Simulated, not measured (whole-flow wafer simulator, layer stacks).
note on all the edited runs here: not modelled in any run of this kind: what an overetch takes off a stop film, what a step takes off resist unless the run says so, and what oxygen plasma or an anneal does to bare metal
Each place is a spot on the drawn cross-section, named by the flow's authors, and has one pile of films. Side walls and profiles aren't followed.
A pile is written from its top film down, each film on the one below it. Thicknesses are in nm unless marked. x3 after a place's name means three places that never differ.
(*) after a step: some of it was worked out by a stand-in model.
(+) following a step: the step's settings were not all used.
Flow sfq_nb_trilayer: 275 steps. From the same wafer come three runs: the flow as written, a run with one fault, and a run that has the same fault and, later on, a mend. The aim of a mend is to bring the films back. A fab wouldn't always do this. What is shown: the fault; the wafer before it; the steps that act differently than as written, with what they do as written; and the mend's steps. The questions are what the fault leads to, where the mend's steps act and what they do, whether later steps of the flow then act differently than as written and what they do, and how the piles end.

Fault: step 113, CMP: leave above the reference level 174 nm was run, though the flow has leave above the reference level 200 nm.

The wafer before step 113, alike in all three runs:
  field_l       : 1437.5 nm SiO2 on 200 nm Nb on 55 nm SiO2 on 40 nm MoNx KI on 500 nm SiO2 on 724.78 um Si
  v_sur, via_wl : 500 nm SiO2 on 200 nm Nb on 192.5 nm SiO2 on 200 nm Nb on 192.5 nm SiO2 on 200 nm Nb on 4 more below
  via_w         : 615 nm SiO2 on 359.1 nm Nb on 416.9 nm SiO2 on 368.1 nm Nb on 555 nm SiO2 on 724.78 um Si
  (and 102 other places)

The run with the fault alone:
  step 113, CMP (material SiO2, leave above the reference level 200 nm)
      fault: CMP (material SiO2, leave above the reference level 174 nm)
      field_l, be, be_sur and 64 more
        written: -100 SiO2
        fault: -126 SiO2
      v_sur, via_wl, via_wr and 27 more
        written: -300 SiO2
        fault: -326 SiO2
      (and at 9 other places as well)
  Steps later in the flow that act otherwise than as written (not shown: 5 more steps that differ only slightly, by at most 2% or 0.5 nm, whichever is larger):
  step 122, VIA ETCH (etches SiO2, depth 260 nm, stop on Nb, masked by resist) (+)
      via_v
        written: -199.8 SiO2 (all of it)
        fault: -173.8 SiO2 (all of it)
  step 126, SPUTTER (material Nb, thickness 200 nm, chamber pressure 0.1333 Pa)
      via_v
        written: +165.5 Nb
        fault: +171.2 Nb
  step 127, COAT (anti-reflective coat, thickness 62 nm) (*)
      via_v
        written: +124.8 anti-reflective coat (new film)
        fault: +119 anti-reflective coat (new film)
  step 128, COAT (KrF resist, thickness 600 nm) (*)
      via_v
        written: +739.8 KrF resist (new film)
        fault: +718.2 KrF resist (new film)
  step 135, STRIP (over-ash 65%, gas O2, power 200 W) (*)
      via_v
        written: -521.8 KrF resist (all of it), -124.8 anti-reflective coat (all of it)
        fault: -500.3 KrF resist (all of it), -119 anti-reflective coat (all of it)
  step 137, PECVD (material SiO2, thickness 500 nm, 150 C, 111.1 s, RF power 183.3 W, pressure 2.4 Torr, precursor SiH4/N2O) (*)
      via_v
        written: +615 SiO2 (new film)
        fault: +583.4 SiO2 (new film)
  At v_sur, via_wl, via_w and 29 more, the piles at the end differ from the flow's by more than 2% or 0.5 nm, whichever is larger.
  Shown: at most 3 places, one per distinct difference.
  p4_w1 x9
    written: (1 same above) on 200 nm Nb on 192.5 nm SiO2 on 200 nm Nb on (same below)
    fault: (1 same above) on 200 nm Nb on 166.5 nm SiO2 on 200 nm Nb on (same below)
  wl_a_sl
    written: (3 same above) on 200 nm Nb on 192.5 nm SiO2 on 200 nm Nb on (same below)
    fault: (3 same above) on 200 nm Nb on 166.5 nm SiO2 on 200 nm Nb on (same below)
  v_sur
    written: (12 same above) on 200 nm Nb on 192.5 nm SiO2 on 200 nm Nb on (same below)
    fault: (12 same above) on 200 nm Nb on 166.5 nm SiO2 on 200 nm Nb on (same below)

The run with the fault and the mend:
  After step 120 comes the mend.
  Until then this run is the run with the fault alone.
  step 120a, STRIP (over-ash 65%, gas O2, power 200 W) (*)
      field_l, v_sur, via_wl and 102 more
        -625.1 KrF resist (all of it), -62 anti-reflective coat (all of it)
      via_v
        -62 anti-reflective coat (all of it)
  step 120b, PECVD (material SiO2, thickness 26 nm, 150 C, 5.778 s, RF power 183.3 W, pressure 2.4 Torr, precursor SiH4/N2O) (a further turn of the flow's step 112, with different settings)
      field_l, v_sur, via_wl and 103 more
        +26 SiO2
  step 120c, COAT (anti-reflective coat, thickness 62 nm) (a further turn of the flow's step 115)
      field_l, v_sur, via_wl and 103 more
        +62 anti-reflective coat (new film)
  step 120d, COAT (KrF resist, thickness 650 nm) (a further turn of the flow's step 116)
      field_l, v_sur, via_wl and 103 more
        +650 KrF resist (new film)
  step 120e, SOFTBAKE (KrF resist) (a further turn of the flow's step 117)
      does not change any film at any place that is followed
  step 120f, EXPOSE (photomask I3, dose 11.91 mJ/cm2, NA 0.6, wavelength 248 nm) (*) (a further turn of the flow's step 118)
      does not change any film at any place that is followed
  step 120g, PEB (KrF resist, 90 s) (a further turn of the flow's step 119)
      field_l, v_sur, via_wl and 103 more
        -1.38 KrF resist
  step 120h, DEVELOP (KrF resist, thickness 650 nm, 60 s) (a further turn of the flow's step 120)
      field_l, v_sur, via_wl and 102 more
        -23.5 KrF resist
      via_v
        -648.6 KrF resist (all of it)
  None of the later steps of the flow differs from how it acts as written, at any place that is followed, by more than 2% or 0.5 nm, whichever is larger.
  At every place that both follow, the piles at the end match the flow's.
